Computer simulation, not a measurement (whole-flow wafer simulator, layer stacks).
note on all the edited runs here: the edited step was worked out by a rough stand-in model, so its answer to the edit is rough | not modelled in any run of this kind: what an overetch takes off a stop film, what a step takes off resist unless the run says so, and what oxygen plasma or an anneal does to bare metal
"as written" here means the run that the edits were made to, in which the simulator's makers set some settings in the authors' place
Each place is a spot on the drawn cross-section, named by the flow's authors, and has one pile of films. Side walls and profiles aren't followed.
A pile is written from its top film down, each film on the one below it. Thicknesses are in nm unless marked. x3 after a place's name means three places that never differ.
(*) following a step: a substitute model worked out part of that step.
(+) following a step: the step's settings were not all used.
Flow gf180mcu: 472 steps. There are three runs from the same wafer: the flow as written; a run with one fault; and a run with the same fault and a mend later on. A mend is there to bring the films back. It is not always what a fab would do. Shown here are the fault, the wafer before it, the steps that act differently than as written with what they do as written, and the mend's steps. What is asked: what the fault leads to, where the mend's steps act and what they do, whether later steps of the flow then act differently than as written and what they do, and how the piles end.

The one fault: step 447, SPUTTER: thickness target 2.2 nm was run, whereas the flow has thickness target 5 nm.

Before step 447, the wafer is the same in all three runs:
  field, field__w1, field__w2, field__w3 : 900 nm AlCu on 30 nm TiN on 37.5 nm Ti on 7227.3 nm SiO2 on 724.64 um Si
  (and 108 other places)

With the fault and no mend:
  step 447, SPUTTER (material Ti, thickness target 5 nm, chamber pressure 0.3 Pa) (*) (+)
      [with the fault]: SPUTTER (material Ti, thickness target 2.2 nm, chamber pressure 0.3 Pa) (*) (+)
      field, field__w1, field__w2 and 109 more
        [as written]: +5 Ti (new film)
        [with the fault]: +2.2 Ti (new film)
  Later steps of the flow acting differently than as written (not shown: 4 more steps that differ only slightly, by at most 2% or 0.5 nm, whichever is larger):
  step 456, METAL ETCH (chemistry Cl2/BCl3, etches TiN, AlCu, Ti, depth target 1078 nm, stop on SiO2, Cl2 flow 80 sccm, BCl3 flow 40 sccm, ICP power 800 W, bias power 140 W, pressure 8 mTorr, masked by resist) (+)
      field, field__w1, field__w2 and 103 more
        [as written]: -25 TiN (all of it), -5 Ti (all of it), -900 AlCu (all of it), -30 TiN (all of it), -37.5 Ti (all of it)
        [with the fault]: -25 TiN (all of it), -2.2 Ti (all of it), -900 AlCu (all of it), -30 TiN (all of it), -37.5 Ti (all of it)
  At field__w8, contact, m1, m1__w1, pad, m1_nw, the piles at the end differ from the flow's by more than 2% or 0.5 nm, whichever is larger.
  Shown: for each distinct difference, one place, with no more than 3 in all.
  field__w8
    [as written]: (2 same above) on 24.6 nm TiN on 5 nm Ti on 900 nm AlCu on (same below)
    [with the fault]: (2 same above) on 24.6 nm TiN on 2.2 nm Ti on 900 nm AlCu on (same below)
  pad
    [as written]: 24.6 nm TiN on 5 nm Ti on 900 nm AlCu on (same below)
    [with the fault]: 24.6 nm TiN on 2.2 nm Ti on 900 nm AlCu on (same below)

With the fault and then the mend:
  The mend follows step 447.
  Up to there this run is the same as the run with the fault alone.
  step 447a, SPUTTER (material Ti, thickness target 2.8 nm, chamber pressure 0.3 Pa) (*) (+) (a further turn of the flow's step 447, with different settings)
      field, field__w1, field__w2 and 109 more
        +2.8 Ti
  Later steps of the flow that are run all act as written at every place that is followed.
  By the end, the piles equal the flow's at every place that both follow.
